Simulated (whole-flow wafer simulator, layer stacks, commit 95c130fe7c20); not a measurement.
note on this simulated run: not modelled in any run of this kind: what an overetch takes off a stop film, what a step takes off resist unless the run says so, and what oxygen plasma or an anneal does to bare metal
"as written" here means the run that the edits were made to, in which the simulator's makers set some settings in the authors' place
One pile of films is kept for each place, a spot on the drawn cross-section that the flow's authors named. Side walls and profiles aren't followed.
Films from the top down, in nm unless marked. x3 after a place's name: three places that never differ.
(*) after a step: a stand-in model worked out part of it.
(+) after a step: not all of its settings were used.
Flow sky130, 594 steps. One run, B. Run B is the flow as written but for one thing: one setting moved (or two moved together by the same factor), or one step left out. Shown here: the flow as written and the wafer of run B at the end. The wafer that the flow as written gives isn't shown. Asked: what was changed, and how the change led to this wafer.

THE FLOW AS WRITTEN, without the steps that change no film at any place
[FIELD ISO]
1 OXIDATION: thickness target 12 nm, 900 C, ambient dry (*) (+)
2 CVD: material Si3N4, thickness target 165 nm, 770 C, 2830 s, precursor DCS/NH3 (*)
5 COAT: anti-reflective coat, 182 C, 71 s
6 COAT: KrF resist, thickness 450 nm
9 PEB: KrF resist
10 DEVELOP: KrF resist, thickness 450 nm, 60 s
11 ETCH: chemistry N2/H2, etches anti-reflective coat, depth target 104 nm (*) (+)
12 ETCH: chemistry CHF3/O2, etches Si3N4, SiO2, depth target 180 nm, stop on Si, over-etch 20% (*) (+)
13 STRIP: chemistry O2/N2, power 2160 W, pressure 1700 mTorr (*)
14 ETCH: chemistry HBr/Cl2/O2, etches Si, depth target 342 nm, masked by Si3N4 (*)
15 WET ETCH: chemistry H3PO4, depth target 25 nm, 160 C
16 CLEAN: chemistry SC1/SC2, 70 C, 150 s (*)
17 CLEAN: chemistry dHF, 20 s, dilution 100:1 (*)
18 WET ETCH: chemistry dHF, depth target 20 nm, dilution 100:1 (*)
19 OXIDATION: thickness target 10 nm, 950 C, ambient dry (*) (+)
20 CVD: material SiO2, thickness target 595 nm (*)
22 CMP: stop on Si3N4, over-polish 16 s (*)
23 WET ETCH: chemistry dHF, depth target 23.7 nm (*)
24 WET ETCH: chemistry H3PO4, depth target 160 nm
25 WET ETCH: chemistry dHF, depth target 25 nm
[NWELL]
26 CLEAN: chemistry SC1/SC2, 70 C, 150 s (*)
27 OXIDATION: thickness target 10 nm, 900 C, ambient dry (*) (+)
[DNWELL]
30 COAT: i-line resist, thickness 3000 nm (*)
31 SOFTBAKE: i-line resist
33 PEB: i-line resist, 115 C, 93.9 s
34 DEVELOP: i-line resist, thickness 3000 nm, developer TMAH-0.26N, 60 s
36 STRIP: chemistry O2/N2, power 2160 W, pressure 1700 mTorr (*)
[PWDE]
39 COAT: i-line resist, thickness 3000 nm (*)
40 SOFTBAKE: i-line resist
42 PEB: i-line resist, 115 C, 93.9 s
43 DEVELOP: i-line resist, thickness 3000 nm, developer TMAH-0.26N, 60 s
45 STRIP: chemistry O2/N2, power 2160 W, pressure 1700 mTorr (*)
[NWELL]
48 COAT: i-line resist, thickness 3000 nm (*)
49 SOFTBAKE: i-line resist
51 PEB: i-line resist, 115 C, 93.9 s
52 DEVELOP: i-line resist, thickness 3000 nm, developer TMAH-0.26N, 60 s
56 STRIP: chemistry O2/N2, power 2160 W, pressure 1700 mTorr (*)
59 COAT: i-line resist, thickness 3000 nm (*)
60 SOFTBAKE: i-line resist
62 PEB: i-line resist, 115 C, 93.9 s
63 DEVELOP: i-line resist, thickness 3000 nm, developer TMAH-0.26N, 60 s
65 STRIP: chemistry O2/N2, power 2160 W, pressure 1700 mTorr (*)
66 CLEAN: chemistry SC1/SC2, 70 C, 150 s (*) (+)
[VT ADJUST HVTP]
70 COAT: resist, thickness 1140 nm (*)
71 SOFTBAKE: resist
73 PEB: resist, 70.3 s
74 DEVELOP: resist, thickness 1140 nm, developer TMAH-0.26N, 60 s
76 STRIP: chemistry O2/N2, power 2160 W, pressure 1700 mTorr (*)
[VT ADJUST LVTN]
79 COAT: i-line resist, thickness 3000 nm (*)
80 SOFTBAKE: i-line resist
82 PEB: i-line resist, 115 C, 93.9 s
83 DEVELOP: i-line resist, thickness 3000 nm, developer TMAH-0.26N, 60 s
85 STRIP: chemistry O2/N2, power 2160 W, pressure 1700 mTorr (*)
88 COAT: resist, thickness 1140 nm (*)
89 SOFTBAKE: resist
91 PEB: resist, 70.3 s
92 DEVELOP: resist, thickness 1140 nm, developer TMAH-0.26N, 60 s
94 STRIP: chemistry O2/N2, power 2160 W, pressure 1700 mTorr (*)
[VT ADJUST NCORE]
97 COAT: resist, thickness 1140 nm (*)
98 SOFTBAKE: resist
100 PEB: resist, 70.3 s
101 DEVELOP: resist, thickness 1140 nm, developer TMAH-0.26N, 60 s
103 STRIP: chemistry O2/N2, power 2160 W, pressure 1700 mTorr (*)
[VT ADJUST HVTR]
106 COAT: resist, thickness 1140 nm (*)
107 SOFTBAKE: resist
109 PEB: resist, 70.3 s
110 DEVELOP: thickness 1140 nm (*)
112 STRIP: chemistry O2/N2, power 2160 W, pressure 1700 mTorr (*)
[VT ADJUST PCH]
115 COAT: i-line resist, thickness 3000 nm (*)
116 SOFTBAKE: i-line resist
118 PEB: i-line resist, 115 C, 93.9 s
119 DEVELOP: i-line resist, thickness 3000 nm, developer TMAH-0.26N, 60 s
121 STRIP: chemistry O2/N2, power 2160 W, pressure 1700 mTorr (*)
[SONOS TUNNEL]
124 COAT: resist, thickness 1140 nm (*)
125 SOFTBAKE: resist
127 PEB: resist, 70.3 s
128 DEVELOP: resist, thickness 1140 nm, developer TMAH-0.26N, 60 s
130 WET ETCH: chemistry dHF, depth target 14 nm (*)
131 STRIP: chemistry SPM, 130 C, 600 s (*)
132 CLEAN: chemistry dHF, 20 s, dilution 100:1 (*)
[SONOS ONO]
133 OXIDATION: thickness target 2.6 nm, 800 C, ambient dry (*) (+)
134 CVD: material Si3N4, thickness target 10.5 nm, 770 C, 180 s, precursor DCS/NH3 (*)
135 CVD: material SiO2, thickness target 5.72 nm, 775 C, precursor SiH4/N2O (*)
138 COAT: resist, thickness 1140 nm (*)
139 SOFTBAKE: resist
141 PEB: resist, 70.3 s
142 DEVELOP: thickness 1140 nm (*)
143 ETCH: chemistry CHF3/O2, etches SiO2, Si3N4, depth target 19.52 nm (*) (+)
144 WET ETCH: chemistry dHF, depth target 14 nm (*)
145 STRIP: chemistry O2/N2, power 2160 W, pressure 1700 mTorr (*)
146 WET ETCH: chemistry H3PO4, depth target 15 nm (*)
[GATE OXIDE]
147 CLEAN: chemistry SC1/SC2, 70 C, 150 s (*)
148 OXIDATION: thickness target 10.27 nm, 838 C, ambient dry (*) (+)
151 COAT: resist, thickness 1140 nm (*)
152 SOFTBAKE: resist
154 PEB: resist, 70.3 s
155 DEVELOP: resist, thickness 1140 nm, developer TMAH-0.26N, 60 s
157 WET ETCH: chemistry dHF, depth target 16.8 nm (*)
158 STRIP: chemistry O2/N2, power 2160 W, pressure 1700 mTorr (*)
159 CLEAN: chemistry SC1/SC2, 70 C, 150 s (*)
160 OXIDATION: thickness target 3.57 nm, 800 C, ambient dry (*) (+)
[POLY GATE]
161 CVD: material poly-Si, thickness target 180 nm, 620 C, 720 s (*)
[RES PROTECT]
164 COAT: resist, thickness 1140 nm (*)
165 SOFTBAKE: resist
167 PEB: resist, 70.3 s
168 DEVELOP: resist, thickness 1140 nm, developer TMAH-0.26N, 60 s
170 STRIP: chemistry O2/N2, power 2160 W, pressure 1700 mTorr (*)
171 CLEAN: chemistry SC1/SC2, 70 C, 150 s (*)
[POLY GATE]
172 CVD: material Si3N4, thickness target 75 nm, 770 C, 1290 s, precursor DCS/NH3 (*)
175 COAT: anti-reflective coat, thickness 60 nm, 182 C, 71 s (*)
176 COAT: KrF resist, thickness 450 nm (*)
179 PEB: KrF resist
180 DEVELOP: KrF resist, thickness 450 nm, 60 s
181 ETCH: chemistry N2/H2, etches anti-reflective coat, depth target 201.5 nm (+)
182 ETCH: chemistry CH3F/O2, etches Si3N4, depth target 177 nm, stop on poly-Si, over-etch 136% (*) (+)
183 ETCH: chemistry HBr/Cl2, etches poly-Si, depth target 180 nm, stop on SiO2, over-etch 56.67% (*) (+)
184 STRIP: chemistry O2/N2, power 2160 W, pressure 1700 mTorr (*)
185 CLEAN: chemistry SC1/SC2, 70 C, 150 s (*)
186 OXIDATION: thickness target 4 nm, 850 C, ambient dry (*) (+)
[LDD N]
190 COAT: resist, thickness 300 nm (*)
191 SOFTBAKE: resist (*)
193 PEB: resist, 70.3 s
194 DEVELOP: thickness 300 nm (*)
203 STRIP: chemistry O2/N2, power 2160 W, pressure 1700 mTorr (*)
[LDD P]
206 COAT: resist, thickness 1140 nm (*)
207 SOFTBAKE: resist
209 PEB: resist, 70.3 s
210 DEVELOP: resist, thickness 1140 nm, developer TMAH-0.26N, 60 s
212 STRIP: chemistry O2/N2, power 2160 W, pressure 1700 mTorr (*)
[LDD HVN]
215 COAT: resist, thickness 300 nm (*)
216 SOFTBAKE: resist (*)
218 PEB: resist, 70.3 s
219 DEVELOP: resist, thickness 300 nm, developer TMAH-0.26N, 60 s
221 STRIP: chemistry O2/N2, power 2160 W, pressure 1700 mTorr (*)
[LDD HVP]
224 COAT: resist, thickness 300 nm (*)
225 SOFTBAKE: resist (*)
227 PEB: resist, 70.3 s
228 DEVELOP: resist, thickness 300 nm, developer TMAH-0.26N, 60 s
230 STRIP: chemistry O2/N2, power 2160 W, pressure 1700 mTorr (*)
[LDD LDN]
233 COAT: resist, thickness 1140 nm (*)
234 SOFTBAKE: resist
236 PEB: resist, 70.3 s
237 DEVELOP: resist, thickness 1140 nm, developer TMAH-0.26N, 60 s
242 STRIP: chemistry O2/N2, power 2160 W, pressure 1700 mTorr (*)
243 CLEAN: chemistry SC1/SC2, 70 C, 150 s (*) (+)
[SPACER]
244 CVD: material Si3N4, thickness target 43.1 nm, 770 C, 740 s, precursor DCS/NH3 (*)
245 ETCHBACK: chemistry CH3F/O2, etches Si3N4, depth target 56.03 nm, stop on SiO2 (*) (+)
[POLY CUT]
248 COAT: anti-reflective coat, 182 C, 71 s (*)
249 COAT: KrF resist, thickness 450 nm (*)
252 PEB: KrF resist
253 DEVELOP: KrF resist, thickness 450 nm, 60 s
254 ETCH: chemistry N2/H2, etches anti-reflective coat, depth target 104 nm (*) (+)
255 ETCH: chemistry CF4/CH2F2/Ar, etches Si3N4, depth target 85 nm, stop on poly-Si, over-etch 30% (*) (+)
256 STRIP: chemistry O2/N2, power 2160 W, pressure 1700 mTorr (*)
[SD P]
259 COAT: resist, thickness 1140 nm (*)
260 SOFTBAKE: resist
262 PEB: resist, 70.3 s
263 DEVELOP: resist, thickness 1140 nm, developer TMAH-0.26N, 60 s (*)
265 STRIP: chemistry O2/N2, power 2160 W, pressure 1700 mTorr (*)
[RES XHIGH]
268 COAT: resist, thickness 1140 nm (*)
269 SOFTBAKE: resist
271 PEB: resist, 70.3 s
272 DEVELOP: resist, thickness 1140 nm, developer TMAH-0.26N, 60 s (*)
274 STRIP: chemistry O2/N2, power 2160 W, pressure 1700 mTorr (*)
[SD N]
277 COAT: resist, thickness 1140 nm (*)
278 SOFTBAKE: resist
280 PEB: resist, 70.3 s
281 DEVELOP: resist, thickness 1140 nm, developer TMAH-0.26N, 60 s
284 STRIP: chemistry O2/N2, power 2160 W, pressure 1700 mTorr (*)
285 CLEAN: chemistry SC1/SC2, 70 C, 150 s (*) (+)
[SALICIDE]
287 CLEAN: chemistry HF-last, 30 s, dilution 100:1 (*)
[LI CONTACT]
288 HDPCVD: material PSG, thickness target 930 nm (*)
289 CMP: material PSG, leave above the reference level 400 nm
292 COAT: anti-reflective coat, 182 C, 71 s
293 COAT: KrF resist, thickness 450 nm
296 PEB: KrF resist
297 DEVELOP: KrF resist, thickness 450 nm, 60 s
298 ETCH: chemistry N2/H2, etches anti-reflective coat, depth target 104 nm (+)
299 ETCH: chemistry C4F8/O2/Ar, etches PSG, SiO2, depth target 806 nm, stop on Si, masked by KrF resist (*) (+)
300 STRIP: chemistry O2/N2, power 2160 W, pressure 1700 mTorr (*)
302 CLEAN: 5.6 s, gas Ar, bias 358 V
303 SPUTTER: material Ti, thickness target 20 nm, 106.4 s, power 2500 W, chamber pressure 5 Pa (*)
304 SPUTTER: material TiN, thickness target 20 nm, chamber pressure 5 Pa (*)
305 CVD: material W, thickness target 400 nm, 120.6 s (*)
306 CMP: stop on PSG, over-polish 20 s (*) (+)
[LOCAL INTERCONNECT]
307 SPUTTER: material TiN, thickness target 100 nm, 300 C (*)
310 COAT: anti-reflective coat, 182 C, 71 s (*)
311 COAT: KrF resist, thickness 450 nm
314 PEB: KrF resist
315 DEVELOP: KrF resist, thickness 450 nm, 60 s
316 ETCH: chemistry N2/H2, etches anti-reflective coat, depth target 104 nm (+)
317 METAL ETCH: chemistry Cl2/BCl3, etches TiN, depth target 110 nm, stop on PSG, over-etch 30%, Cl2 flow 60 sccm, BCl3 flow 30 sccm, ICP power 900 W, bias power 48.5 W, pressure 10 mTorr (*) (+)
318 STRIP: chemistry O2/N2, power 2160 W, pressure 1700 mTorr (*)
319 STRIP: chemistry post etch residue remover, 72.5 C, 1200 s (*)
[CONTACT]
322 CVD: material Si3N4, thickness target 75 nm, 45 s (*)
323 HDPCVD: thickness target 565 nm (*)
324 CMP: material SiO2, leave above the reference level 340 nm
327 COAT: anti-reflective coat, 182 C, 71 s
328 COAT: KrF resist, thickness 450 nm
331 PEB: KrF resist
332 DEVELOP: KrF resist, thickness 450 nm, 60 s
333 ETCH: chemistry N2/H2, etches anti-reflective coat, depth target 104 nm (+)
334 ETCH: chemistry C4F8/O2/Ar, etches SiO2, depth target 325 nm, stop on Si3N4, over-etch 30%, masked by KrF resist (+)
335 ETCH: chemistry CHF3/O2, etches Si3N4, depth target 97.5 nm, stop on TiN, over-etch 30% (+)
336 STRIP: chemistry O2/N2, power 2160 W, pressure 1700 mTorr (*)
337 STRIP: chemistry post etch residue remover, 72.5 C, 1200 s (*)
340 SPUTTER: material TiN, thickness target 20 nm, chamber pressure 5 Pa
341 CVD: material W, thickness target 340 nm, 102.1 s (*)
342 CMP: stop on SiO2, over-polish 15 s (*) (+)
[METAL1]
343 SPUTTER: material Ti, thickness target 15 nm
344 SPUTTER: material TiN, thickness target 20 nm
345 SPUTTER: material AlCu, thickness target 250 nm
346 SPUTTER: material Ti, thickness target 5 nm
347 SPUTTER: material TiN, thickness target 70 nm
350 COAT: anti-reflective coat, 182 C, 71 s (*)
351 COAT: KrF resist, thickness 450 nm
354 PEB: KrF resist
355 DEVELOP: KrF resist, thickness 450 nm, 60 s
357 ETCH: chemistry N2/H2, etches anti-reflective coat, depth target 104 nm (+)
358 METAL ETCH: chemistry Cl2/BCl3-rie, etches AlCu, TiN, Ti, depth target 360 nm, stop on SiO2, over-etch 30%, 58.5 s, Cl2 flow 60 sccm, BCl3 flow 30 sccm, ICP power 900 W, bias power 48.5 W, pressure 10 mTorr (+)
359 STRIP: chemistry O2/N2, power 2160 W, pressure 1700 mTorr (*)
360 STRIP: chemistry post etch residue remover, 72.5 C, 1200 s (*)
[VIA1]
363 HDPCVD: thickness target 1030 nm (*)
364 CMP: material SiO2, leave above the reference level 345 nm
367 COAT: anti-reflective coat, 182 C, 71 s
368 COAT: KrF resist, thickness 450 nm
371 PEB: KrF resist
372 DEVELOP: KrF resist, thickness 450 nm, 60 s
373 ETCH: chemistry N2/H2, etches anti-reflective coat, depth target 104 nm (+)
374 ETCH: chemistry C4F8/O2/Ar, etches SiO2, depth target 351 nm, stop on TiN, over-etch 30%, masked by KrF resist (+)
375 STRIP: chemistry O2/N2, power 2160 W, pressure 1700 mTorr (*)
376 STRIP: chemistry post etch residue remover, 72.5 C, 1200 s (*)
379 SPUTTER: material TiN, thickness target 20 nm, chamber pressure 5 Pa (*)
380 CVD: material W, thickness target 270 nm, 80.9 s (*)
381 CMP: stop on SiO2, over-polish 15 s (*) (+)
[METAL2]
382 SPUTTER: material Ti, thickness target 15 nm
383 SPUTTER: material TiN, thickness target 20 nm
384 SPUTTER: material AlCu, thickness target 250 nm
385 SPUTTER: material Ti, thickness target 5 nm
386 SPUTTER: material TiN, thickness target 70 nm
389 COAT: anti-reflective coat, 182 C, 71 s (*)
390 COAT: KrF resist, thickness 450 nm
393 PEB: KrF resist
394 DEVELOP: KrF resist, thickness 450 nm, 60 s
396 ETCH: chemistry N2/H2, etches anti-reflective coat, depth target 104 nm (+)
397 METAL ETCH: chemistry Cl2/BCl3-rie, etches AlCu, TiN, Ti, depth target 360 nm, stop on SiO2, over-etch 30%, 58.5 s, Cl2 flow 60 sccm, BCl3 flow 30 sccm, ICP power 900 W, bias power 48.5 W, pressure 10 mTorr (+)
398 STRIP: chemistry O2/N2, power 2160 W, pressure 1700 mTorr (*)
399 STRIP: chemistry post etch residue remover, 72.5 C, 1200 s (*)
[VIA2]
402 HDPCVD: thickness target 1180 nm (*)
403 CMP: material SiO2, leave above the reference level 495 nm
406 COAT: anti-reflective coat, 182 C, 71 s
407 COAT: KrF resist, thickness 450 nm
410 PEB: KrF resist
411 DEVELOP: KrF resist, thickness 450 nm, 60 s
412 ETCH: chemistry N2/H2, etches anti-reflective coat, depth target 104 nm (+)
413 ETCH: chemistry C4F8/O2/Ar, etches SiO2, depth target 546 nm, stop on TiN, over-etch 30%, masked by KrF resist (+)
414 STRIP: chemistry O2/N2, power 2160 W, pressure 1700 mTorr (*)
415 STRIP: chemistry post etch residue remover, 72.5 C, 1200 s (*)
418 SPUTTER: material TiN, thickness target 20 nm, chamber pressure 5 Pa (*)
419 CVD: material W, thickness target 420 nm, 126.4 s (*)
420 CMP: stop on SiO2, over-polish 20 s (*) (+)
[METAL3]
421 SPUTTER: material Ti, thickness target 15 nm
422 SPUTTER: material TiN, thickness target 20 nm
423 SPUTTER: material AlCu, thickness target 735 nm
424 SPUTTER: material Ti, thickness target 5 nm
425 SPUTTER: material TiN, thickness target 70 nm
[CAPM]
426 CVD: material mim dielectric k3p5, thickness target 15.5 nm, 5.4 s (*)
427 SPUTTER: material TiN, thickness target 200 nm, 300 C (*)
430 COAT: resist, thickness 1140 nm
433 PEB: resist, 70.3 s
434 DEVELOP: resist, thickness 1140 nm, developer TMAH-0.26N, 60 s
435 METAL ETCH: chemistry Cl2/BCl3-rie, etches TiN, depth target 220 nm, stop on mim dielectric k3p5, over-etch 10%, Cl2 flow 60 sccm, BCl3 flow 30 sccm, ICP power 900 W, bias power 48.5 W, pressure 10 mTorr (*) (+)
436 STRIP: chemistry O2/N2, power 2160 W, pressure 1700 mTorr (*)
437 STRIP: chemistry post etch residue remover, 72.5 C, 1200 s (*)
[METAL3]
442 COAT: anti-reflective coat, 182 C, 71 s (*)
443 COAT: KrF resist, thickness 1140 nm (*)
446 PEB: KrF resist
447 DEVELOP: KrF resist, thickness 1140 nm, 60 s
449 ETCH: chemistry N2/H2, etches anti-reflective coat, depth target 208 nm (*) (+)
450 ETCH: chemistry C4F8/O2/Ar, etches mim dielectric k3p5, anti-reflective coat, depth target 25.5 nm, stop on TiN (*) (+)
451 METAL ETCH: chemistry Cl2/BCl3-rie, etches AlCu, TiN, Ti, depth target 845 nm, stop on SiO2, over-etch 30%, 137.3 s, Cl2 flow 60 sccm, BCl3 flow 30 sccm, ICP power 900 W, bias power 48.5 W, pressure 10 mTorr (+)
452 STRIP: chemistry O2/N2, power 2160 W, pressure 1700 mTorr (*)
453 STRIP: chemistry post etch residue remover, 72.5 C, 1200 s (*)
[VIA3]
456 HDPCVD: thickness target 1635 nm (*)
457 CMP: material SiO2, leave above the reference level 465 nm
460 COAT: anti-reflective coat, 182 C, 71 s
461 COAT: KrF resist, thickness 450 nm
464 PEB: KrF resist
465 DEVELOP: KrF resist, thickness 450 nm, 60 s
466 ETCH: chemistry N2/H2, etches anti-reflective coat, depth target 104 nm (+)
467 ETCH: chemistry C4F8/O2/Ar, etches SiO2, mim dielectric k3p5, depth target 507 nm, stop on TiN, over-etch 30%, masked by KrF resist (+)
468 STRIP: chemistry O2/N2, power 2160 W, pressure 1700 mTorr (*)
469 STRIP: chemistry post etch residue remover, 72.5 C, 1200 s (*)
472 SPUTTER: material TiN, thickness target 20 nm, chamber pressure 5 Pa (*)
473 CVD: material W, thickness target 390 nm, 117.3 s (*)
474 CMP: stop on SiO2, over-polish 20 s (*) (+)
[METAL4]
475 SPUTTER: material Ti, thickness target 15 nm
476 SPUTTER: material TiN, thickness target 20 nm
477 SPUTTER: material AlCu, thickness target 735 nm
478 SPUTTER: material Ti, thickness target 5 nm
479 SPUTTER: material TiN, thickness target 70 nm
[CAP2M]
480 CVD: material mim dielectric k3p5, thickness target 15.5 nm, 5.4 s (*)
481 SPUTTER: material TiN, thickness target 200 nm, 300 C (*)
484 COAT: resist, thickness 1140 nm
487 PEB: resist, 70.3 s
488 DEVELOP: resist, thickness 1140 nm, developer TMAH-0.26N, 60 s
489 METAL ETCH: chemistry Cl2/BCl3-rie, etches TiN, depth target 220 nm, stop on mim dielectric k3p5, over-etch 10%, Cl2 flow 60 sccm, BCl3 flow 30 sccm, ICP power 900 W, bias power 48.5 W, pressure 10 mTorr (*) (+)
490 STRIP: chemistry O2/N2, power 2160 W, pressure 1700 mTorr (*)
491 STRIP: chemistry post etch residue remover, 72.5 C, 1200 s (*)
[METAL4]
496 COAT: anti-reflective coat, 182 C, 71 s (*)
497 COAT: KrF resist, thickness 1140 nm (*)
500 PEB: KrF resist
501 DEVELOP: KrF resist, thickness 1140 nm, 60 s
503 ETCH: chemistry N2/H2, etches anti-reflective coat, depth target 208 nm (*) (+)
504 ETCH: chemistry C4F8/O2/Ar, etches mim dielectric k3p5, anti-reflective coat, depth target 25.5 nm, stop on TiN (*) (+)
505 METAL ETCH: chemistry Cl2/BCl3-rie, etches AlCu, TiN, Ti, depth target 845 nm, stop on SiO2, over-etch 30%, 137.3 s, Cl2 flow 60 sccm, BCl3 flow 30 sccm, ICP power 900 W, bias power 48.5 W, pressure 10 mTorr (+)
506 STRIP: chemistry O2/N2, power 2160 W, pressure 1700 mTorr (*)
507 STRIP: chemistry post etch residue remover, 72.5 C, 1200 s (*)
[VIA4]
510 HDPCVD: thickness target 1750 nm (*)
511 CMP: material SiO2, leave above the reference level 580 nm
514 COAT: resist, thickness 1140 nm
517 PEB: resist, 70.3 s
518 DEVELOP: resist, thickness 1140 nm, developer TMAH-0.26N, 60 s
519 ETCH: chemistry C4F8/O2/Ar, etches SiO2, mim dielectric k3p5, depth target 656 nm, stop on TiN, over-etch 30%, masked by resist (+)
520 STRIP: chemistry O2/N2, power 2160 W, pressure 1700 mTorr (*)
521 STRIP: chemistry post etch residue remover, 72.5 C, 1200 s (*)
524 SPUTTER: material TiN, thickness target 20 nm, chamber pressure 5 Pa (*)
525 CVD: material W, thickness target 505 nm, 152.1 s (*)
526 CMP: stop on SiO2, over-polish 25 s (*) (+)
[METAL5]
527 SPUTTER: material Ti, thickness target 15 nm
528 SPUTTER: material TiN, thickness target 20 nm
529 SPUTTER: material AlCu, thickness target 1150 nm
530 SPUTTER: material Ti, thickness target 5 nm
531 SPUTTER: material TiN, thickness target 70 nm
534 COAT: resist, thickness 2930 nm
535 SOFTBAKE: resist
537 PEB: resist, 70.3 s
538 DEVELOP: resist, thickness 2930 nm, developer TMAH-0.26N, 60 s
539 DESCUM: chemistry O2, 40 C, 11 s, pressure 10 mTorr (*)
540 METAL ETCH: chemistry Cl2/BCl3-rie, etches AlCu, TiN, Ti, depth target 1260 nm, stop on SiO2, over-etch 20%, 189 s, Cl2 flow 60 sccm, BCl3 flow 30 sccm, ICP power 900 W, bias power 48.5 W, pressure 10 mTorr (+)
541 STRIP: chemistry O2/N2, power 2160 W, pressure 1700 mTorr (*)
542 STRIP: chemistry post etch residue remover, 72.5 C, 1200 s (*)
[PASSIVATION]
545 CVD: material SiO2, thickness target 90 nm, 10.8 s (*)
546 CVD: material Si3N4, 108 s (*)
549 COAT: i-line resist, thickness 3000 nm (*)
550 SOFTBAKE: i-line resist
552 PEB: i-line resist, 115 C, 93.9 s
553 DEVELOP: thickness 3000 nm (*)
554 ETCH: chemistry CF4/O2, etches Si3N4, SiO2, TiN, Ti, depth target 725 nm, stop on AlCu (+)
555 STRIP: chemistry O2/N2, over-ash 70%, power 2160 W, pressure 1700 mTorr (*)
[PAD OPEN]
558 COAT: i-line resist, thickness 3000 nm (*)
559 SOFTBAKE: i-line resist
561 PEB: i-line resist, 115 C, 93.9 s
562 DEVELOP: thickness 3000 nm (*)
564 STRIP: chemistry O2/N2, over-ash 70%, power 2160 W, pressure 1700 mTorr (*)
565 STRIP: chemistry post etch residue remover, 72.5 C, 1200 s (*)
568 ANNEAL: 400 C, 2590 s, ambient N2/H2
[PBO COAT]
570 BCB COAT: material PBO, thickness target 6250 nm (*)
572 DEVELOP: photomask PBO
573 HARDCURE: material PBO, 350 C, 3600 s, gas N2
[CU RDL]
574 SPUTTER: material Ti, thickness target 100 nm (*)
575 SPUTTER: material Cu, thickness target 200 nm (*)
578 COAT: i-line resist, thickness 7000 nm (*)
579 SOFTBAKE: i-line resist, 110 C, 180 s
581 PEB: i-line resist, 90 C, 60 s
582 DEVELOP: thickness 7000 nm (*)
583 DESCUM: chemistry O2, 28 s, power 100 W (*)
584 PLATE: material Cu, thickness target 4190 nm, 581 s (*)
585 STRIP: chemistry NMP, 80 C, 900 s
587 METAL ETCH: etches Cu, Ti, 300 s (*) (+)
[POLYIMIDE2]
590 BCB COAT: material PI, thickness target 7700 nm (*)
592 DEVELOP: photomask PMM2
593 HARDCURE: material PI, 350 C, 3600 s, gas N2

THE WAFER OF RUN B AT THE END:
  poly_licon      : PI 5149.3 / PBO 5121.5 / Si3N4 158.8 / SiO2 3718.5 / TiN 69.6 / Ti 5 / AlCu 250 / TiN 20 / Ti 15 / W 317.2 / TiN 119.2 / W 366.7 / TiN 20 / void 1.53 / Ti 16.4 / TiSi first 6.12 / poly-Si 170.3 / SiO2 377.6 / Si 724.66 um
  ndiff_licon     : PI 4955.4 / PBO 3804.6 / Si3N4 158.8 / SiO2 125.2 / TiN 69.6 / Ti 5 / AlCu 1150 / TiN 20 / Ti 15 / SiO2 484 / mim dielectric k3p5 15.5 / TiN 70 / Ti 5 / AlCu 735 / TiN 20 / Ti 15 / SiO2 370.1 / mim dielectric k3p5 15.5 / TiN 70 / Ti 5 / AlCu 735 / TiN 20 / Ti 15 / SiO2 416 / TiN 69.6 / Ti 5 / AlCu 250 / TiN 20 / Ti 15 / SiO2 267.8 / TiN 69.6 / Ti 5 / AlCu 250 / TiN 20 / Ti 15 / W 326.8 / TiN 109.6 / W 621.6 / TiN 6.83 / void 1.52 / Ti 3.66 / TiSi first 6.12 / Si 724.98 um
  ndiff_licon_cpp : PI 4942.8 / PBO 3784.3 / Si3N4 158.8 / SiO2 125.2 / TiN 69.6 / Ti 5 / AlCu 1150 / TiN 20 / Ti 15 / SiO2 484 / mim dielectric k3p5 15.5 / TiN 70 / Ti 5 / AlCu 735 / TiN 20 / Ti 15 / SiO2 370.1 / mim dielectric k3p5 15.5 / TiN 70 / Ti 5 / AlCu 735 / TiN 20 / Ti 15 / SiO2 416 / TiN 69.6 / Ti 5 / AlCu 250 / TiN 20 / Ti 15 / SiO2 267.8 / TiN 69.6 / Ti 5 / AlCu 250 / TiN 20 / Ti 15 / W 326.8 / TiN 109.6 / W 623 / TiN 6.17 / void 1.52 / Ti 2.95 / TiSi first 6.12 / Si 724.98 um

The cause: step 568, ANNEAL: 1554 s was run, where the flow has 2590 s.

How the change led to this, step by step:
  568 ANNEAL: 400 C, 2590 s, ambient N2/H2
      poly_licon, rpo_hd_licon: under 11 films: void +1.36 (new film), Ti -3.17, TiSi first +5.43 (new film), poly-Si -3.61 (as written it would be: under 11 films: void +1.65 (new film), Ti -3.85, TiSi first +6.58 (new film), poly-Si -4.38)
      ndiff_licon, ndiff_licon_cpp: under 37 films: void +1.35 (new film), Ti -3.17, TiSi first +5.43 (new film), Si -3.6 (as written it would be: under 37 films: void +1.63 (new film), Ti -3.85, TiSi first +6.58 (new film), Si -4.36)
